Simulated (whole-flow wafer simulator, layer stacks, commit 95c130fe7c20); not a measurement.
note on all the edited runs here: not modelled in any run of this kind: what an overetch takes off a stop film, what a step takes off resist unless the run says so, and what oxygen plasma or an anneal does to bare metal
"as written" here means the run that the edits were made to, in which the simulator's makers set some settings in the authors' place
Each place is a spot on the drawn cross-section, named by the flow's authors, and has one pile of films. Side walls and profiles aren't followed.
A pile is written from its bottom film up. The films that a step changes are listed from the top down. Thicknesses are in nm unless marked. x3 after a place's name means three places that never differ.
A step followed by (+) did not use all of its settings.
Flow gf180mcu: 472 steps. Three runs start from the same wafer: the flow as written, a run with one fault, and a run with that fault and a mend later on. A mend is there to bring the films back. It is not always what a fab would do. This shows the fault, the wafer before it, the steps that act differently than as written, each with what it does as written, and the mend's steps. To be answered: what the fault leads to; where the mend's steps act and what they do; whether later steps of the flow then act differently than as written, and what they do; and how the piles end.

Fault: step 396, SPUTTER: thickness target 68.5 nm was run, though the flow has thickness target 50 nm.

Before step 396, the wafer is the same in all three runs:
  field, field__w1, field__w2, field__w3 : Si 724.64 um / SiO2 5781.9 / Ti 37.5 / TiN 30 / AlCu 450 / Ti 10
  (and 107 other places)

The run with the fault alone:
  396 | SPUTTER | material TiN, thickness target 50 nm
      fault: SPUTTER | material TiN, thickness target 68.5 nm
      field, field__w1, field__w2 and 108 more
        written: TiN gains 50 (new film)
        fault: TiN gains 68.5 (new film)
  Steps further on in the flow that do not act as written (not shown: 1 more step that differs only slightly, by at most 2% or 0.5 nm, whichever is larger):
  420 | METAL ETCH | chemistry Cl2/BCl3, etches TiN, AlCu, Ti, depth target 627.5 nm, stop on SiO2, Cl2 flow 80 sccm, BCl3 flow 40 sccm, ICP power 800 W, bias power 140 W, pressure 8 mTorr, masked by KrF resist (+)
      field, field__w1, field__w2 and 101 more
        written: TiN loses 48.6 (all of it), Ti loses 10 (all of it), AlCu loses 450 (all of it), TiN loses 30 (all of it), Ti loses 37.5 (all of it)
        fault: TiN loses 67.1 (all of it), Ti loses 10 (all of it), AlCu loses 450 (all of it), TiN loses 30 (all of it), Ti loses 37.5 (all of it)
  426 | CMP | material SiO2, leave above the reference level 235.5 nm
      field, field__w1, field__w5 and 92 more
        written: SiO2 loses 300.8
        fault: SiO2 loses 282.3
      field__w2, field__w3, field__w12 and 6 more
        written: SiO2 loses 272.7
        fault: SiO2 loses 253.3
  The piles end different from the flow's at field__w4, field__w8, contact, m1, m1__w1, mim, mim_1p0, m1_nw by more than 2% or 0.5 nm, whichever is larger.
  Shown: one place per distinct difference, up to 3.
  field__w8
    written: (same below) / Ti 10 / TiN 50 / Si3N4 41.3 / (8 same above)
    fault: (same below) / Ti 10 / TiN 68.5 / Si3N4 41.3 / (8 same above)
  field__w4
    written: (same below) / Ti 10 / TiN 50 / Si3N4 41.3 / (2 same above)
    fault: (same below) / Ti 10 / TiN 68.5 / Si3N4 41.3 / (2 same above)
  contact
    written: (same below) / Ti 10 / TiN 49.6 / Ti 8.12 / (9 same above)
    fault: (same below) / Ti 10 / TiN 68.1 / Ti 8.12 / (9 same above)

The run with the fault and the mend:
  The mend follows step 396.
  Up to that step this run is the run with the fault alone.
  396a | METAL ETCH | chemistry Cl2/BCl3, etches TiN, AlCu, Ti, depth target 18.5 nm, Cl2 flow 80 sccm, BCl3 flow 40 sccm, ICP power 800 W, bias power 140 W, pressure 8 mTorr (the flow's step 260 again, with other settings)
      field, field__w1, field__w2 and 108 more
        TiN loses 18.5
  Later steps of the flow that are run all act as written at every place that is followed.
  At every place that both follow, the piles at the end match the flow's.
